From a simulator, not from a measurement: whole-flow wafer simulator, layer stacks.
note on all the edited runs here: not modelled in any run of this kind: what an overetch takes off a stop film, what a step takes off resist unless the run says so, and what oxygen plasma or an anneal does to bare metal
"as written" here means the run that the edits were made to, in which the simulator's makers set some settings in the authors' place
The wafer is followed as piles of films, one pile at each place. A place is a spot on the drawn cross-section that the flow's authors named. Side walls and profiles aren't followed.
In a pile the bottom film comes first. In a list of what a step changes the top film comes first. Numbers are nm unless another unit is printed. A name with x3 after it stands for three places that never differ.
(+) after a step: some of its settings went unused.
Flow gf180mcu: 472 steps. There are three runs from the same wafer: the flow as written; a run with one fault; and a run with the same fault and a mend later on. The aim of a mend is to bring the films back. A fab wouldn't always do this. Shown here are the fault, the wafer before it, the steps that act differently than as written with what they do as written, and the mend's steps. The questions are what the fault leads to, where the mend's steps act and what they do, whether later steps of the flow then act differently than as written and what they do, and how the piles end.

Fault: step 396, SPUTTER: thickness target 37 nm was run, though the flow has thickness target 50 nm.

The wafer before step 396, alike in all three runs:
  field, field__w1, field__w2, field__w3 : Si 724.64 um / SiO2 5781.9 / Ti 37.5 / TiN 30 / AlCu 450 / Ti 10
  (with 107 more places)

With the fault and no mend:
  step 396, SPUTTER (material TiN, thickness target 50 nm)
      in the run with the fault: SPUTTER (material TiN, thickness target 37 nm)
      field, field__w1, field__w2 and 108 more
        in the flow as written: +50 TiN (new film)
        in the run with the fault: +37 TiN (new film)
  Steps further on in the flow that do not act as written (not shown: 1 more step that differs only slightly, by at most 2% or 0.5 nm, whichever is larger):
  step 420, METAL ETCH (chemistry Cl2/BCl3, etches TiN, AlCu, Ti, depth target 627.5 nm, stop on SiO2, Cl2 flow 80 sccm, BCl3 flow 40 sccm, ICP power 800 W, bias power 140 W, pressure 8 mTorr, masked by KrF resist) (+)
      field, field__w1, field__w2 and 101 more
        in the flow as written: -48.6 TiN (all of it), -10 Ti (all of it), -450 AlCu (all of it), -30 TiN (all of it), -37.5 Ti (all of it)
        in the run with the fault: -35.6 TiN (all of it), -10 Ti (all of it), -450 AlCu (all of it), -30 TiN (all of it), -37.5 Ti (all of it)
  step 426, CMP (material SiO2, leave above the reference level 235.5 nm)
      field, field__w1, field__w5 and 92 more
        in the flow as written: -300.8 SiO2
        in the run with the fault: -313.8 SiO2
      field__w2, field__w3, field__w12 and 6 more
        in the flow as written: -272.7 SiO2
        in the run with the fault: -286.3 SiO2
  By the end, the piles at field__w4, field__w8, contact, m1, m1__w1, mim, mim_1p0, m1_nw depart from the flow's by more than 2% or 0.5 nm, whichever is larger.
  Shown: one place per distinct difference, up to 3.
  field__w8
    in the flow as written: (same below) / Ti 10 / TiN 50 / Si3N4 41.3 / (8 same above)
    in the run with the fault: (same below) / Ti 10 / TiN 37 / Si3N4 41.3 / (8 same above)
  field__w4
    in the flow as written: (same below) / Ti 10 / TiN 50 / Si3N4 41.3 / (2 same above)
    in the run with the fault: (same below) / Ti 10 / TiN 37 / Si3N4 41.3 / (2 same above)
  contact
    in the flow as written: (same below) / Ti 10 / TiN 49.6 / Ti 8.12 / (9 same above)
    in the run with the fault: (same below) / Ti 10 / TiN 36.6 / Ti 8.12 / (9 same above)

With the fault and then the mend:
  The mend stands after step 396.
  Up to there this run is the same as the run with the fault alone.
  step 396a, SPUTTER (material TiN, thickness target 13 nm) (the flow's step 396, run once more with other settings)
      field, field__w1, field__w2 and 108 more
        +13 TiN
  None of the later steps of the flow acts differently than as written at any place that is followed.
  The piles end the same as the flow's at every place that both follow.
